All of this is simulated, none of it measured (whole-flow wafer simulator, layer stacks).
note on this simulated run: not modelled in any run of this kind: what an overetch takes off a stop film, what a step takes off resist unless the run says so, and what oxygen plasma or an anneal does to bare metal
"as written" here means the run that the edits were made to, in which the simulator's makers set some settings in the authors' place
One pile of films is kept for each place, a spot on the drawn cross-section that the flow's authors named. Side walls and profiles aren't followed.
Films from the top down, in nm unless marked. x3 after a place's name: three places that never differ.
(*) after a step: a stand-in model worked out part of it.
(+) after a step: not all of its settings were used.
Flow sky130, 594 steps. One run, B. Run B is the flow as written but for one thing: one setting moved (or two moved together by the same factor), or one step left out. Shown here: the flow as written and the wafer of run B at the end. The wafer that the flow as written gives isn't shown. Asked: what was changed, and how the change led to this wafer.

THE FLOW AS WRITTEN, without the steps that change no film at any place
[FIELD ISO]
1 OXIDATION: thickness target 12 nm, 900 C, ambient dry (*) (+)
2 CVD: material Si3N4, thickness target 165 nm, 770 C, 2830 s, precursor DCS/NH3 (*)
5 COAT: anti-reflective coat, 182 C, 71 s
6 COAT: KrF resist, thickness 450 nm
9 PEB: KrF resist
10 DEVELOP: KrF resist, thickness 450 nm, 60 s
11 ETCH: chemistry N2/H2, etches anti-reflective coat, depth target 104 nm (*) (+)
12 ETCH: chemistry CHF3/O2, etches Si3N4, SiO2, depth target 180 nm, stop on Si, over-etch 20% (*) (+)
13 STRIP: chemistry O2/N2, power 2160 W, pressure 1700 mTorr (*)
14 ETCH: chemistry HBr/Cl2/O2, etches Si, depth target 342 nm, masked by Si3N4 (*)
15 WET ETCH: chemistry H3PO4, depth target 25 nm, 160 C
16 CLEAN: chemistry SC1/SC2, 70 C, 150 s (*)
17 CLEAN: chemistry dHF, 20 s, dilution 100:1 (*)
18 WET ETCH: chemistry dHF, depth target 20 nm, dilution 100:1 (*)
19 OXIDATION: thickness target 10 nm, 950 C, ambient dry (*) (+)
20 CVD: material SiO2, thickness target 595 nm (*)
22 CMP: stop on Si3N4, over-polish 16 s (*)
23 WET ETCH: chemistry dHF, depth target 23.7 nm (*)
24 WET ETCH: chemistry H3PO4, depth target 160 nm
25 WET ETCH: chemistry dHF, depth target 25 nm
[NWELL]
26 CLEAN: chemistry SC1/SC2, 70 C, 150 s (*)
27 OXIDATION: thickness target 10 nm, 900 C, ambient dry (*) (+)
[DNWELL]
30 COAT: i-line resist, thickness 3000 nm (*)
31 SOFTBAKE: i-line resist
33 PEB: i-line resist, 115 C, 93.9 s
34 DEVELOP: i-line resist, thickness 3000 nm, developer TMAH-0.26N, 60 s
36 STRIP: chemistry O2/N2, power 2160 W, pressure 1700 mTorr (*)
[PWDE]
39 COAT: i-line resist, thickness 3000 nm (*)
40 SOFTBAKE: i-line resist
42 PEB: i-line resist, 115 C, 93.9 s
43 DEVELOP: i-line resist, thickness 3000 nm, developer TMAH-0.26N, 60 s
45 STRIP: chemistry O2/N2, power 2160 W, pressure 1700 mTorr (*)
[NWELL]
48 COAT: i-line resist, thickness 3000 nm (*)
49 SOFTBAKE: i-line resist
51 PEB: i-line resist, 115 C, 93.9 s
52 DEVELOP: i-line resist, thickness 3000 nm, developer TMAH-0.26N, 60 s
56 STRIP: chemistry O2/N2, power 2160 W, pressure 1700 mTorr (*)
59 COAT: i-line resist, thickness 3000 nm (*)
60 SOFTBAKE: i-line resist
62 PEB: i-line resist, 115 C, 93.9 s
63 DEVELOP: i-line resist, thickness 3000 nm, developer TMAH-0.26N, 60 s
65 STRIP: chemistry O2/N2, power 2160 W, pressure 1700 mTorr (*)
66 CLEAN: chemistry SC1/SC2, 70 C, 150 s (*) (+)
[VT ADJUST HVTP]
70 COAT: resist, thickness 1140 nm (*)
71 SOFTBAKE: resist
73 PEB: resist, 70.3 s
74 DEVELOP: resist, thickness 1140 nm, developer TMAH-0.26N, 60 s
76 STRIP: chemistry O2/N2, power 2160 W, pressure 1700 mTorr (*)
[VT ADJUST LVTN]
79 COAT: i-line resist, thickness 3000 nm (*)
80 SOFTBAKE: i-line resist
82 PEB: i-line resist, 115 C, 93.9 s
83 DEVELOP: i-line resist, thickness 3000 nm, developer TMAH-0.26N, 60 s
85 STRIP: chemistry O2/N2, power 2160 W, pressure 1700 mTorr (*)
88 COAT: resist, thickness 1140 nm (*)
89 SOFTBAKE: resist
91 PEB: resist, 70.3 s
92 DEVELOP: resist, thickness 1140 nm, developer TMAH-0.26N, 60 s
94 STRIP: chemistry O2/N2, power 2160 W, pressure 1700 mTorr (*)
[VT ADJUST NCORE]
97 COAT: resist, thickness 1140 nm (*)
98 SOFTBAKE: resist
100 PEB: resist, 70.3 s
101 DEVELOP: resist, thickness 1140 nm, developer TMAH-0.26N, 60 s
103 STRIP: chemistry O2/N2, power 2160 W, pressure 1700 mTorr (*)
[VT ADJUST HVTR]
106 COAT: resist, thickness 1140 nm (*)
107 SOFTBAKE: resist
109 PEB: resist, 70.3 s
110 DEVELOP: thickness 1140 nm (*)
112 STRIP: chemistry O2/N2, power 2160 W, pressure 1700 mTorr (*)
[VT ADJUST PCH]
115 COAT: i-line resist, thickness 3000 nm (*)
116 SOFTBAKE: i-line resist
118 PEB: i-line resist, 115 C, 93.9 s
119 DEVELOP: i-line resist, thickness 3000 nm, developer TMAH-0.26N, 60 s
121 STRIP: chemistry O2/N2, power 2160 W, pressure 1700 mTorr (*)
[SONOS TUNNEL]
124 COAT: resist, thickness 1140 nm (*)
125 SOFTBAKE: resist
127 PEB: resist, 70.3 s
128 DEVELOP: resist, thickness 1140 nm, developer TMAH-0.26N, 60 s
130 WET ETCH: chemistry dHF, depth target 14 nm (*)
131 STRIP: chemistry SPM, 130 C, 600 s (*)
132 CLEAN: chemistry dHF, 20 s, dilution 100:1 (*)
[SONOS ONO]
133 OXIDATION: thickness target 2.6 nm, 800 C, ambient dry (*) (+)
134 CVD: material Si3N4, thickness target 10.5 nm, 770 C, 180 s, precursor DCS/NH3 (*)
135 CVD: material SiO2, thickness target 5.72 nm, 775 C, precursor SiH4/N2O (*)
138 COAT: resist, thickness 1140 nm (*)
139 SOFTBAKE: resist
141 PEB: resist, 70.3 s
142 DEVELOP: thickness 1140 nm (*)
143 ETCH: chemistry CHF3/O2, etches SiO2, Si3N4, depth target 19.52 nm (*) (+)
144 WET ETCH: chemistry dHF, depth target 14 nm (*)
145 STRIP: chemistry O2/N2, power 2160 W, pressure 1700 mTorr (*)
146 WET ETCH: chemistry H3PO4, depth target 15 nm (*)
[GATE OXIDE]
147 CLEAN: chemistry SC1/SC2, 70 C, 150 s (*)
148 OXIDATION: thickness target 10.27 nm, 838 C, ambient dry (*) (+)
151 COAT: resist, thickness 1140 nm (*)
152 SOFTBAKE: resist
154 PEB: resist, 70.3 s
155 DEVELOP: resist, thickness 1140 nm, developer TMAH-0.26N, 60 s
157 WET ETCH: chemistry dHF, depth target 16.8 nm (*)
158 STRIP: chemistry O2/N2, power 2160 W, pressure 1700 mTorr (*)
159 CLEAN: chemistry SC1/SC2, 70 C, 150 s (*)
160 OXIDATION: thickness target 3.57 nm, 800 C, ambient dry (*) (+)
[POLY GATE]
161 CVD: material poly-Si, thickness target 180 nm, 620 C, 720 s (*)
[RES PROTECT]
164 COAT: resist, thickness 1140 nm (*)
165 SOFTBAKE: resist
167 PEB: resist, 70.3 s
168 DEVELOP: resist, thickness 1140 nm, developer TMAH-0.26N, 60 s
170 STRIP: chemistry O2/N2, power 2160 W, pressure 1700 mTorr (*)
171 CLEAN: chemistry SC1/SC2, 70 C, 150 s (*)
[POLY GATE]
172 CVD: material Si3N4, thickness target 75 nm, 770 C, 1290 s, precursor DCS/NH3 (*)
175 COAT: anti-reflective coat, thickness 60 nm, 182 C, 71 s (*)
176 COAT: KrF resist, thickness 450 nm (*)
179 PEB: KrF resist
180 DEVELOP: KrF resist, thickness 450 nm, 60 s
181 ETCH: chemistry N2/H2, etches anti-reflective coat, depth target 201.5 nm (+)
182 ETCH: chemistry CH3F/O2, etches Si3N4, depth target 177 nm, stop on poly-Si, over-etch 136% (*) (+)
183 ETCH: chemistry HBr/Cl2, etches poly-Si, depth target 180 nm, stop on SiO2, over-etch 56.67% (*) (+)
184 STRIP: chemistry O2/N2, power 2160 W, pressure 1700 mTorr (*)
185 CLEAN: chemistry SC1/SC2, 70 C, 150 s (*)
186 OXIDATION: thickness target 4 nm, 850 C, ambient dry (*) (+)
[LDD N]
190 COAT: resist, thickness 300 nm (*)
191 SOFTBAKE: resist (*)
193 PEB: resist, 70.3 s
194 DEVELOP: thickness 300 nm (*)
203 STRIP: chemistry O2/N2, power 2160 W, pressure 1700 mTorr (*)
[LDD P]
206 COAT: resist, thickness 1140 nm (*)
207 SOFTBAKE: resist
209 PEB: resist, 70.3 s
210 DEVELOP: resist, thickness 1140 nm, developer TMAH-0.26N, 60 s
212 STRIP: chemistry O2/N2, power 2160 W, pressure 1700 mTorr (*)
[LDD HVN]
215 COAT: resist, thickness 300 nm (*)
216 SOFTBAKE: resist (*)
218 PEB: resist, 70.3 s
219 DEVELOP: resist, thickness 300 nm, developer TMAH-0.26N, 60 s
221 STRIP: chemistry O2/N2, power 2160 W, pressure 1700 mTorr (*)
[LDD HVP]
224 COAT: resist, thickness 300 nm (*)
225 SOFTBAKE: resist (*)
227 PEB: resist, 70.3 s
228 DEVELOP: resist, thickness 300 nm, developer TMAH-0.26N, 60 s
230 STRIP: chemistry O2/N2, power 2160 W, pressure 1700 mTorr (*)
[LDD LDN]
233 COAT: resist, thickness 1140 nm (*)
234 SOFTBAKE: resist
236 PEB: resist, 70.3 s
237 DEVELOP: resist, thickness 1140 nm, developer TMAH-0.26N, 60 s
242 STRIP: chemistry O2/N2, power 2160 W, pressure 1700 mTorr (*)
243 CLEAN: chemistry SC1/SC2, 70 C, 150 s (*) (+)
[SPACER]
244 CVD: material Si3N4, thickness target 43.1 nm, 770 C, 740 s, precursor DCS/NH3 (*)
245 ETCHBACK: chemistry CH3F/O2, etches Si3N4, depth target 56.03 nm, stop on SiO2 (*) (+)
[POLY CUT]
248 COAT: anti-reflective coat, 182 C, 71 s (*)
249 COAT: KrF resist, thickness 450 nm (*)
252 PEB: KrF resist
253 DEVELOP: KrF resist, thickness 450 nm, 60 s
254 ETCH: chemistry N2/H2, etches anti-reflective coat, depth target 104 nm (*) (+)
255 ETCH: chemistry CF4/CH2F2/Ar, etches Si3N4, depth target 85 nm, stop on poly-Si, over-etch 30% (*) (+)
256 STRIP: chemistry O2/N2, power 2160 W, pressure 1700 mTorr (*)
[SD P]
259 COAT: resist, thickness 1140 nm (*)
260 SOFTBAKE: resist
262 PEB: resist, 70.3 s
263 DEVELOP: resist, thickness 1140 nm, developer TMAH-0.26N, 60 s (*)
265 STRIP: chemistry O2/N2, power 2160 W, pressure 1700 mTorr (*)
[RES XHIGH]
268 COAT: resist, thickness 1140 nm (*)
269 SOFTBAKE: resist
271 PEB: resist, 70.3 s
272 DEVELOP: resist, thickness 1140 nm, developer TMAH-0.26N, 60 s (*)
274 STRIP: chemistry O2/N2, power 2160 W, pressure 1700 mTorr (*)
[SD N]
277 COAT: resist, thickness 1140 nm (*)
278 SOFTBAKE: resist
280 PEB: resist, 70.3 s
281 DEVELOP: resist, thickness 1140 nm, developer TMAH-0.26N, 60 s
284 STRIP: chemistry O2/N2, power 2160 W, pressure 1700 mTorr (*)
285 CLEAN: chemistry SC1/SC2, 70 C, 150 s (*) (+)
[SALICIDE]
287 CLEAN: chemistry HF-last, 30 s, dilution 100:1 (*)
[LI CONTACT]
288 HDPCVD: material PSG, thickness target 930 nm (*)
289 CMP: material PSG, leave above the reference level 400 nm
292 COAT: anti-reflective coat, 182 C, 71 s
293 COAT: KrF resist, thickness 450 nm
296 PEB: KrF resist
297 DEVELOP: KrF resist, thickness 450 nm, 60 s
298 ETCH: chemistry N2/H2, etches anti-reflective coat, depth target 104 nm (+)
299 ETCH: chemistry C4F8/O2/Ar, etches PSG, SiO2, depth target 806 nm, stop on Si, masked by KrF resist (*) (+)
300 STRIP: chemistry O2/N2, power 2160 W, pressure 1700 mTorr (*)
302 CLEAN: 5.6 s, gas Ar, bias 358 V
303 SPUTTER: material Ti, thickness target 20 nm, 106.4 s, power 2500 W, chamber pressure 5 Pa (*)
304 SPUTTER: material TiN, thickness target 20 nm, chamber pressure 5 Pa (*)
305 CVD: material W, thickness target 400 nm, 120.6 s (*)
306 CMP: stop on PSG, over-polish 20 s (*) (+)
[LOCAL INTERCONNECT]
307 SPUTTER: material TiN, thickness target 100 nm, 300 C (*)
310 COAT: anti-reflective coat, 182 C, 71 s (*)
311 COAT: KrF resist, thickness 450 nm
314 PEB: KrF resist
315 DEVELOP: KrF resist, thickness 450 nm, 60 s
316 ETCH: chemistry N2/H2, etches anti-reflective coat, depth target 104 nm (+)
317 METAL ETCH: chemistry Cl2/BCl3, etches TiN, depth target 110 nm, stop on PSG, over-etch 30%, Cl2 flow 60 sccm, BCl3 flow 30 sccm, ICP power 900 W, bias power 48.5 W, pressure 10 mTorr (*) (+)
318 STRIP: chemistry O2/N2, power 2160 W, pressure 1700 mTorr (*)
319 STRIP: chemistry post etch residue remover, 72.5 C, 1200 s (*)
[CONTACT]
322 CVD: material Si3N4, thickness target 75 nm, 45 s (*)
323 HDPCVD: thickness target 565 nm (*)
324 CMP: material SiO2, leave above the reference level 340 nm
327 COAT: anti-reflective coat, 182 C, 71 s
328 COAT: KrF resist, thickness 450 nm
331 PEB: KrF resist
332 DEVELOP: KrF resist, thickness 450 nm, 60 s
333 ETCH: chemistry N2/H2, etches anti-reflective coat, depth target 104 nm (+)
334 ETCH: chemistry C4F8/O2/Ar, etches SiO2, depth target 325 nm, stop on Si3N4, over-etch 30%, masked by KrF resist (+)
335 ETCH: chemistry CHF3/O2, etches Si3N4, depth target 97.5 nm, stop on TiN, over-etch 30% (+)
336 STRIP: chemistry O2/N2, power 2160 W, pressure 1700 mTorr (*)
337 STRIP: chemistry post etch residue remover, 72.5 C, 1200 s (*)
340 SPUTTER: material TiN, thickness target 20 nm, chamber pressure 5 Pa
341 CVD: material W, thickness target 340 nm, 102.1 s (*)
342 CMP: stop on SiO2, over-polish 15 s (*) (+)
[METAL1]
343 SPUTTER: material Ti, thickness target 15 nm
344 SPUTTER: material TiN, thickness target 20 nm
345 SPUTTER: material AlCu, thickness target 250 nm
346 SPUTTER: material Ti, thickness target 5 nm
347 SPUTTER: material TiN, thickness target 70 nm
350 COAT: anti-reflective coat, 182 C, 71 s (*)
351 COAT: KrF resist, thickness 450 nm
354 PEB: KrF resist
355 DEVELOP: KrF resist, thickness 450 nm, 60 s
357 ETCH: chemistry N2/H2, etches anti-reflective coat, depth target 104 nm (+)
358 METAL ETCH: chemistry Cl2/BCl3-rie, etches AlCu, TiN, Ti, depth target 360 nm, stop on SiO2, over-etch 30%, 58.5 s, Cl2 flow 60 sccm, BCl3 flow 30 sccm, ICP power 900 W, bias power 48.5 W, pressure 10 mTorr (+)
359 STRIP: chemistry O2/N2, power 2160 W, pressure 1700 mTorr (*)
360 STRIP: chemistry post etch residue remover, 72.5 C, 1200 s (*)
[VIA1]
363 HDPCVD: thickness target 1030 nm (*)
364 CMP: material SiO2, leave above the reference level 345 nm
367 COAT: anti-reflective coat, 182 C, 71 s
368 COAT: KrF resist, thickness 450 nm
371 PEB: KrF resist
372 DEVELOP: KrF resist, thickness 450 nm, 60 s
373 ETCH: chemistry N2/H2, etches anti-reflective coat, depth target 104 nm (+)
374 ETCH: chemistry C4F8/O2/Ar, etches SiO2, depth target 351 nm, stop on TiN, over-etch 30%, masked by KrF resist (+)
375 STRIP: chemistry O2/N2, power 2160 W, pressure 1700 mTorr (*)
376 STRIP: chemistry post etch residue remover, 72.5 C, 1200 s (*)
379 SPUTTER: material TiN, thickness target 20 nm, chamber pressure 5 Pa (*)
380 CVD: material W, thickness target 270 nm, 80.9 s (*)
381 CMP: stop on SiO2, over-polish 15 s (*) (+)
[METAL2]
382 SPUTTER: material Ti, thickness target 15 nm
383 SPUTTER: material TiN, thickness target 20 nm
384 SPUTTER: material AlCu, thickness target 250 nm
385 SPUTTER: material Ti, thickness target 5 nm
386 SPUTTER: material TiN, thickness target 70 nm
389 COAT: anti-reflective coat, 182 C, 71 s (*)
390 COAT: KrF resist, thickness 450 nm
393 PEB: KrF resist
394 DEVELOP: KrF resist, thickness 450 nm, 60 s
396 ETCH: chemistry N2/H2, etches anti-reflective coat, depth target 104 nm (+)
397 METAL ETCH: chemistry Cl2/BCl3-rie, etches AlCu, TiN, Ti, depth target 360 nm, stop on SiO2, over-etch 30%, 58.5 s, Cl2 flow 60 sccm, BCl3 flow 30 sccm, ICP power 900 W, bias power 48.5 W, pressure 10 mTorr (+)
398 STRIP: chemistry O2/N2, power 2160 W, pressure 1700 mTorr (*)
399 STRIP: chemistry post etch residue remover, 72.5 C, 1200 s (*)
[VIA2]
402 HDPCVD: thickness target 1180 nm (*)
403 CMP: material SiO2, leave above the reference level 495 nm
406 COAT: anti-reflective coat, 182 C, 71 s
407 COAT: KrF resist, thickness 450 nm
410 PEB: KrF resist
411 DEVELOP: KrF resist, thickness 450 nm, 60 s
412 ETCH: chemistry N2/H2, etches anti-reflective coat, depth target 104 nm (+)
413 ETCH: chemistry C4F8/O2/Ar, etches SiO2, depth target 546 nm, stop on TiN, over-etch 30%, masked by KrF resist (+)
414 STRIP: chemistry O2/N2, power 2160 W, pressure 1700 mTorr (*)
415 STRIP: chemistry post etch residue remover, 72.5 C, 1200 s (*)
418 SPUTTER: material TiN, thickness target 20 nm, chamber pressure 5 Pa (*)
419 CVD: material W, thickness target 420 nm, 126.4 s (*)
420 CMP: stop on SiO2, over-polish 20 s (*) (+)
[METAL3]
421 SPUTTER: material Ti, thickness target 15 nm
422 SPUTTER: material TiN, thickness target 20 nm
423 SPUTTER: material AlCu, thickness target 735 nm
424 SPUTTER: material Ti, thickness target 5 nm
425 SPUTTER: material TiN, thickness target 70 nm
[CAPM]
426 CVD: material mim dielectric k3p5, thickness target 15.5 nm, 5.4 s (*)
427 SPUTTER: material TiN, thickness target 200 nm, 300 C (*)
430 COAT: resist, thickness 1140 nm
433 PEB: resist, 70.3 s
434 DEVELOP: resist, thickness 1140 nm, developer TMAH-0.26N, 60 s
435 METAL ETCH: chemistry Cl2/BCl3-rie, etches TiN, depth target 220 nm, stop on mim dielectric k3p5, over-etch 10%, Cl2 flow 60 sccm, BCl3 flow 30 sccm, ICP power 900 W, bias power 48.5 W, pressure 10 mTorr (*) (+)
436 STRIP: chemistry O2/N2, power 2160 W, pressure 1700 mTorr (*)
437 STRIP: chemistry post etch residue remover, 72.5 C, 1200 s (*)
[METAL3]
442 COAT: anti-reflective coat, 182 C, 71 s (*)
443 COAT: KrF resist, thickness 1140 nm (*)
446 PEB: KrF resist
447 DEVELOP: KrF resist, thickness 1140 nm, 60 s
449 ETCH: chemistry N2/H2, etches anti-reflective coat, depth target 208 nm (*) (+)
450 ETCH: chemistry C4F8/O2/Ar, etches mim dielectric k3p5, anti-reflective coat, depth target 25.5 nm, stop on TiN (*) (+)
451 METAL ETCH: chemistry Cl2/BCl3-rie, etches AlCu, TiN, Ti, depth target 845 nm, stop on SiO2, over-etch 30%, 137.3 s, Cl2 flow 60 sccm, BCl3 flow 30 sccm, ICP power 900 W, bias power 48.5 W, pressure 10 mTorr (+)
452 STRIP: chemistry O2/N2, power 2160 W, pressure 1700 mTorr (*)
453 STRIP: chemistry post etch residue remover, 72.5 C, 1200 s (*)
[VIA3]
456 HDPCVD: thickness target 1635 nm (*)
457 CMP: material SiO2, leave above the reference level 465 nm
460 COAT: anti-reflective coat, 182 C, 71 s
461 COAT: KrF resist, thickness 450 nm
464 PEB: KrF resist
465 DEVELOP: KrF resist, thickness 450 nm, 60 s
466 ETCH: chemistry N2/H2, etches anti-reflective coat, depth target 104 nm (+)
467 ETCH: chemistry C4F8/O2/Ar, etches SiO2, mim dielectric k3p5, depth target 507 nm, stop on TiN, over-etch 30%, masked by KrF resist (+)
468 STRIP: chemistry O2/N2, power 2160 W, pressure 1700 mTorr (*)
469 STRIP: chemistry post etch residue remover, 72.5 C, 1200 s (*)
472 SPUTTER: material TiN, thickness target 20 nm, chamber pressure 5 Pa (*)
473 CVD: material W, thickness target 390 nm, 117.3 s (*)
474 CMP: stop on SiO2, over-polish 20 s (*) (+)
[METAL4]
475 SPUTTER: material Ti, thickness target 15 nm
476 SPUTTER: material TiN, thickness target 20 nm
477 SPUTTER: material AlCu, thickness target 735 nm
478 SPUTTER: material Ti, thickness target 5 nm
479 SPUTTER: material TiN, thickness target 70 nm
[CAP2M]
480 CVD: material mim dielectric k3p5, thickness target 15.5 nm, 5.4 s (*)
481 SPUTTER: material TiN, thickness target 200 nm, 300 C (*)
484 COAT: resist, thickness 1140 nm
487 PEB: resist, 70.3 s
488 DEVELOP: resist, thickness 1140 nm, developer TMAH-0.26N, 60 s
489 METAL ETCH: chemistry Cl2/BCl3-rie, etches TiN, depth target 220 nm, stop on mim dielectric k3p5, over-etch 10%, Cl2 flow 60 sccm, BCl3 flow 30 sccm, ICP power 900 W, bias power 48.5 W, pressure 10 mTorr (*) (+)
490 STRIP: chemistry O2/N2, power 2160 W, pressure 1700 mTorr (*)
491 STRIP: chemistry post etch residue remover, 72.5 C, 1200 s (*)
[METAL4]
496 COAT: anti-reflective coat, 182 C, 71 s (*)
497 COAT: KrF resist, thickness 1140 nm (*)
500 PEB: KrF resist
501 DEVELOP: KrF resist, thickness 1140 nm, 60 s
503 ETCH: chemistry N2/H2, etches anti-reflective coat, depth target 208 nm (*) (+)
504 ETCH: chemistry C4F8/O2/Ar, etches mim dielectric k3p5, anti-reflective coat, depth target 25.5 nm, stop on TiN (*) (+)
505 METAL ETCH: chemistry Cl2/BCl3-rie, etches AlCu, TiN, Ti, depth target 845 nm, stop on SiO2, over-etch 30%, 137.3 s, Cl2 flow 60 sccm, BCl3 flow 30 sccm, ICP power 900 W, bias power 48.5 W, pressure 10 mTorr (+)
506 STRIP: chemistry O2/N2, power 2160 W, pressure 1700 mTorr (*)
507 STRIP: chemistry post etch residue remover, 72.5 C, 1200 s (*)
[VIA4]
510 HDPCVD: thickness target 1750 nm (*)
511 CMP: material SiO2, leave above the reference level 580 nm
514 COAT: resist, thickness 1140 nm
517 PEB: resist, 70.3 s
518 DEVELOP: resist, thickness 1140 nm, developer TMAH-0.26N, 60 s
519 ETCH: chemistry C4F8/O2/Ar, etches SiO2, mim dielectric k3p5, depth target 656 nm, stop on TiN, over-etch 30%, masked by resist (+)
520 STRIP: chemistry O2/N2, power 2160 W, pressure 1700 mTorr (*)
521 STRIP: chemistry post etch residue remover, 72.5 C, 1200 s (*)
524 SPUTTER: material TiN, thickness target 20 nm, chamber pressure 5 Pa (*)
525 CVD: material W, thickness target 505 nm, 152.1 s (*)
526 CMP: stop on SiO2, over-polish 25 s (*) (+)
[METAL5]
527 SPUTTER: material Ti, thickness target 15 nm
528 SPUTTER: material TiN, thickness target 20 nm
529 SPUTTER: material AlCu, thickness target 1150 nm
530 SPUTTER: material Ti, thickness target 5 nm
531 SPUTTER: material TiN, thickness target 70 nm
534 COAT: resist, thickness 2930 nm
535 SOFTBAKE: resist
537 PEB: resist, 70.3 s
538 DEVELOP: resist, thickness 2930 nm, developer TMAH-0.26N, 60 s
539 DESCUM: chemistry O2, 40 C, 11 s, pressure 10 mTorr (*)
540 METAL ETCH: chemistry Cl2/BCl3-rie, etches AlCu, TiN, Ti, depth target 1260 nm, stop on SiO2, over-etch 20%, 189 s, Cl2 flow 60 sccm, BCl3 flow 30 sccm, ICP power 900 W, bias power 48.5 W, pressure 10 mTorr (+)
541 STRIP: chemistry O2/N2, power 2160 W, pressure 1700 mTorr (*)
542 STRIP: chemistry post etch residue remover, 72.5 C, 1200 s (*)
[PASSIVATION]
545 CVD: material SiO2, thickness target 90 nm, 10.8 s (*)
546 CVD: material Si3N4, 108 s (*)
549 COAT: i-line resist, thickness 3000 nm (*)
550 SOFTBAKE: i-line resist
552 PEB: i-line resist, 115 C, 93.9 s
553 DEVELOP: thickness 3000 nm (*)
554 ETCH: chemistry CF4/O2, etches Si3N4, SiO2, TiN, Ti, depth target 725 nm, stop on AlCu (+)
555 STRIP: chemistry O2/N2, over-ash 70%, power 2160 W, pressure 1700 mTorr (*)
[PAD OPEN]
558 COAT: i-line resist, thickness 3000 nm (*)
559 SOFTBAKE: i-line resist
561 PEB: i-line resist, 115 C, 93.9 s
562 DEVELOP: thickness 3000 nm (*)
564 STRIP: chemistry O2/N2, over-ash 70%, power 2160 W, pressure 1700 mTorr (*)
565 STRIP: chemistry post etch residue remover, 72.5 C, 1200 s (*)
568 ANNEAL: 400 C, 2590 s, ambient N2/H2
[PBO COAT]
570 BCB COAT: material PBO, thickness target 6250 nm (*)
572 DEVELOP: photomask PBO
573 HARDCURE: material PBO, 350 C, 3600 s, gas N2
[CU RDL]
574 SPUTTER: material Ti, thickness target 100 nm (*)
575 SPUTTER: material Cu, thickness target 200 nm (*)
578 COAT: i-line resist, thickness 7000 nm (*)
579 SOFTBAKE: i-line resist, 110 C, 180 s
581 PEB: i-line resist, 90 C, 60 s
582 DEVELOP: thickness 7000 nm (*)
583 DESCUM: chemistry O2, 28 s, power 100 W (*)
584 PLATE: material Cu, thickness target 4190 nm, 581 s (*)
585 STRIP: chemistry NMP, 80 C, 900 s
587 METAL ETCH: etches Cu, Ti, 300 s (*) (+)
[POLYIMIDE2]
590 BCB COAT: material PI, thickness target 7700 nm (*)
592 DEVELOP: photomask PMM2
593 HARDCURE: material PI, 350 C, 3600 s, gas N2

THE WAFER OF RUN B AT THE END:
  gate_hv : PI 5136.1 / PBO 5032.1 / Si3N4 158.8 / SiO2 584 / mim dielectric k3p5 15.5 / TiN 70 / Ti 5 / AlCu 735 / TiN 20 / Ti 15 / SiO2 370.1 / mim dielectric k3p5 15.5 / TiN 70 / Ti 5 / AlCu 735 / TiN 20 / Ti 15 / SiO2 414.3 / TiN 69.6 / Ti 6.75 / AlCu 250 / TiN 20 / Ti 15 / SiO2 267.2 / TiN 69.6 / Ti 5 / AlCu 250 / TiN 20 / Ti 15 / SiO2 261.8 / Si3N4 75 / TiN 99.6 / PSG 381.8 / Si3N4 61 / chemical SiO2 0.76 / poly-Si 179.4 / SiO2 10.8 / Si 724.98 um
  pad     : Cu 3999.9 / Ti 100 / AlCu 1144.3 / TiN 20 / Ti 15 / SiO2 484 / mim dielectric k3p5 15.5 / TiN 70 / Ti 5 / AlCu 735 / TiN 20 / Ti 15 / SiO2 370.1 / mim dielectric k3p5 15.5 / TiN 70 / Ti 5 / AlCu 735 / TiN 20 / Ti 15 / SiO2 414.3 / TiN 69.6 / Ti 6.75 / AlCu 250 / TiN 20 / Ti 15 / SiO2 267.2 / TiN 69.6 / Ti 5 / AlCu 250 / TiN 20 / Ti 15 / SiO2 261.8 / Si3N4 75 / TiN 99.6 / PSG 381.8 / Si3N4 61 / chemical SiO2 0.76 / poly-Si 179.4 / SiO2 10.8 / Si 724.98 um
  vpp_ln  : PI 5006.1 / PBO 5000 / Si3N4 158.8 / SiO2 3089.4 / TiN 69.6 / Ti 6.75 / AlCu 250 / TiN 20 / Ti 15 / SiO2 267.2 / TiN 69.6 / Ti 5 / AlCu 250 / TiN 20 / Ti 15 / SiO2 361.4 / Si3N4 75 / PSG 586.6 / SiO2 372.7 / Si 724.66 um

The cause: step 385, SPUTTER: thickness target 6.75 nm was run, where the flow has thickness target 5 nm.
It can be read off the wafer: gate_hv has Ti 6.75, and step 385 as written asks for 5 nm.

How the change led to this, step by step:
  385 SPUTTER: material Ti, thickness target 5 nm
      field, active, n_well and 188 more: Ti +6.75 (new film) (as written it would be: Ti +5 (new film))
  397 METAL ETCH: chemistry Cl2/BCl3-rie, etches AlCu, TiN, Ti, depth target 360 nm, stop on SiO2, over-etch 30%, 58.5 s, Cl2 flow 60 sccm, BCl3 flow 30 sccm, ICP power 900 W, bias power 48.5 W, pressure 10 mTorr (+)
      field, active, gate and 82 more: TiN -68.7 (all of it), Ti -6.75 (all of it), AlCu -250 (all of it), TiN -20 (all of it), Ti -15 (all of it), SiO2 -10.8 (as written it would be: TiN -68.7 (all of it), Ti -5 (all of it), AlCu -250 (all of it), TiN -20 (all of it), Ti -15 (all of it), SiO2 -10.9)
